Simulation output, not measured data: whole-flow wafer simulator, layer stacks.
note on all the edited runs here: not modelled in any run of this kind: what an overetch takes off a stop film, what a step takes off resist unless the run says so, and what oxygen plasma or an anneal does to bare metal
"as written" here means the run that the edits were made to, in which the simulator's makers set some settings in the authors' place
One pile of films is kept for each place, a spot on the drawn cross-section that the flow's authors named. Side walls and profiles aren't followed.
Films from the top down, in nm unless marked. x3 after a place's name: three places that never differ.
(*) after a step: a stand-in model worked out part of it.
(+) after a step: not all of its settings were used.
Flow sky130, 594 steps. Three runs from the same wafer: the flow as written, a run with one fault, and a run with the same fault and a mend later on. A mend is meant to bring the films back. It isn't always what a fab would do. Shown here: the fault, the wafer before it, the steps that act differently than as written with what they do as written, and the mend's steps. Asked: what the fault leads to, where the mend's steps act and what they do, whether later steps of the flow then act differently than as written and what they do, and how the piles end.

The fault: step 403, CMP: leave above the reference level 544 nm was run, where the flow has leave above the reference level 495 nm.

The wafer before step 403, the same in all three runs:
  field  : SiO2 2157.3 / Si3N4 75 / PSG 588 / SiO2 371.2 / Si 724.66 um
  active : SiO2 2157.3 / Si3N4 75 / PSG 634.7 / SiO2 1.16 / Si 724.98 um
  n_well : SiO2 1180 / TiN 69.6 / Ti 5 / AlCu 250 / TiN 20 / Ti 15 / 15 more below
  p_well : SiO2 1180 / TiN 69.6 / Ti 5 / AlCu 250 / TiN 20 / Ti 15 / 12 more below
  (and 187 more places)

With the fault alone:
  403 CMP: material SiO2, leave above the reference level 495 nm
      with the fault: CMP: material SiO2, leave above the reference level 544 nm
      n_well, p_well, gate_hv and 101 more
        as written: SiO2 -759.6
        with the fault: SiO2 -710.6
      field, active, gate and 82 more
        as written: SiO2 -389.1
        with the fault: SiO2 -340.1
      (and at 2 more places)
  Later steps of the flow that act differently than as written:
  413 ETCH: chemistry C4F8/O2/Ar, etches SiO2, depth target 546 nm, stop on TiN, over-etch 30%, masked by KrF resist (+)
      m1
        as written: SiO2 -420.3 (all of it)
        with the fault: SiO2 -469.3 (all of it)
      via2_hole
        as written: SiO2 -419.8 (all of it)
        with the fault: SiO2 -468.8 (all of it)
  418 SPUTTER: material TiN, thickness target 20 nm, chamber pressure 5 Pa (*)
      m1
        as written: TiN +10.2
        with the fault: TiN +9.55
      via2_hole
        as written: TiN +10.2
        with the fault: TiN +9.54
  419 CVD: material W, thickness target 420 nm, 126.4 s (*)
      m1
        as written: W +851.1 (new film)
        with the fault: W +900.8 (new film)
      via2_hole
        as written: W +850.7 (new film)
        with the fault: W +900.3 (new film)
  At the end the piles differ from the flow's by more than 2% or 0.5 nm, whichever is larger, at n_well, p_well, gate_hv and 104 more.
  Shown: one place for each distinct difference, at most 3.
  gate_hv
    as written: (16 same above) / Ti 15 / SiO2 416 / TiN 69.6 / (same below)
    with the fault: (16 same above) / Ti 15 / SiO2 465 / TiN 69.6 / (same below)
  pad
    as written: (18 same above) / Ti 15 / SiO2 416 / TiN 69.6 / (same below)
    with the fault: (18 same above) / Ti 15 / SiO2 465 / TiN 69.6 / (same below)
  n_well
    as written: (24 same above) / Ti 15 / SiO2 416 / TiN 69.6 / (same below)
    with the fault: (24 same above) / Ti 15 / SiO2 465 / TiN 69.6 / (same below)

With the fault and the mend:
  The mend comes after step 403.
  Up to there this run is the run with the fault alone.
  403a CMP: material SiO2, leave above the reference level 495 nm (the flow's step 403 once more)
      field, active, n_well and 188 more
        SiO2 -49
  No later step of the flow acts differently than as written at any place that is followed.
  At the end the piles are the same as the flow's at every place that both follow.
